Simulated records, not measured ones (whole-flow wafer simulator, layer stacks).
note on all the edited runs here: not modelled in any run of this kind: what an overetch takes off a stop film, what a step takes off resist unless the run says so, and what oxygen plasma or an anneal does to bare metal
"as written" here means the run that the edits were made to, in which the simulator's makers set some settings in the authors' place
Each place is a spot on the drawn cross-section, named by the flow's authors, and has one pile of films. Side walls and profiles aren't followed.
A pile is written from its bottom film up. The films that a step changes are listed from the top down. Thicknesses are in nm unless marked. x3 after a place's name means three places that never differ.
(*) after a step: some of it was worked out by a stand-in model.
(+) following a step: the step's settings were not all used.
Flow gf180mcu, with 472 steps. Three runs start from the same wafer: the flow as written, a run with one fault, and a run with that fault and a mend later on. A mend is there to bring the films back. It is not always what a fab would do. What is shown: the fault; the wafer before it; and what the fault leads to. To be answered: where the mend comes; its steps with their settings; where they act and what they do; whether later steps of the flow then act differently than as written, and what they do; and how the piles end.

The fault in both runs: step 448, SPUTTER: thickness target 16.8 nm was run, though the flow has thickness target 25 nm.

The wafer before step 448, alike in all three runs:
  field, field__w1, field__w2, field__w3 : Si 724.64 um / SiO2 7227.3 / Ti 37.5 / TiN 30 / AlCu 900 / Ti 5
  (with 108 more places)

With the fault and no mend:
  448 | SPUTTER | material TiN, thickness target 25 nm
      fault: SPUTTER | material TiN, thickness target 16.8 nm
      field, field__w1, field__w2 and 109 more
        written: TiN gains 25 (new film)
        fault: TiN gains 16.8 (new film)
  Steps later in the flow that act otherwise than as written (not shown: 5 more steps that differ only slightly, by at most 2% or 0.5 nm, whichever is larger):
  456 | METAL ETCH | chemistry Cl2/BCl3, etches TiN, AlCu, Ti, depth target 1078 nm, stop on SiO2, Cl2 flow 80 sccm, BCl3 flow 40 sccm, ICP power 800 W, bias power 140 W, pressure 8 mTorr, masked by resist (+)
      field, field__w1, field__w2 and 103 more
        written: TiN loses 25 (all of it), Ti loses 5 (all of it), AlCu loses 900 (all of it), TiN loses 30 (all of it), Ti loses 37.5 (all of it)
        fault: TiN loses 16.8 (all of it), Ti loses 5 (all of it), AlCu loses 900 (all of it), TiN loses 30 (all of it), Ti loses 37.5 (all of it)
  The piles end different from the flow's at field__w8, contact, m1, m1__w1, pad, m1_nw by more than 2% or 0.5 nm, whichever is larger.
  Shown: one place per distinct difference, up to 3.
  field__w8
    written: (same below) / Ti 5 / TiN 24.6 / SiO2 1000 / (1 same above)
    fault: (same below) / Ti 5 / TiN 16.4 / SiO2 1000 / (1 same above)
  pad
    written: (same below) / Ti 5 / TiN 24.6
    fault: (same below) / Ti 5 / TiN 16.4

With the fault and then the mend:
  After step 455 comes the mend.
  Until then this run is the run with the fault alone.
  455a | STRIP | chemistry O2/N2, power 2160 W, pressure 1700 mTorr (*)
      field__w8, contact, m1, m1__w1, pad, m1_nw
        resist loses 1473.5 (all of it)
  455b | SPUTTER | material TiN, thickness target 8.2 nm (the flow's step 448, run once more with other settings)
      field, field__w1, field__w2 and 109 more
        TiN gains 8.2
  455c | HMDS | 120 C, 60 s (the flow's step 450, run once more)
      alters no film at any place that is followed
  455d | COAT | resist, thickness 1500 nm (the flow's step 451, run once more)
      field, field__w1, field__w2 and 109 more
        resist gains 1500 (new film)
  455e | SOFTBAKE | resist (the flow's step 452, run once more)
      alters no film at any place that is followed
  455f | EXPOSE | photomask MetalTop (the flow's step 453, run once more)
      alters no film at any place that is followed
  455g | PEB | resist, 70.3 s (the flow's step 454, run once more)
      field, field__w1, field__w2 and 109 more
        resist loses 26.5
  455h | DEVELOP | thickness 1500 nm, 60 s (the flow's step 455, run once more)
      field, field__w1, field__w2 and 103 more
        resist loses 1473.5 (all of it)
  Later steps of the flow that are run all act as written at every place that is followed.
  By the end, the piles equal the flow's at every place that both follow.
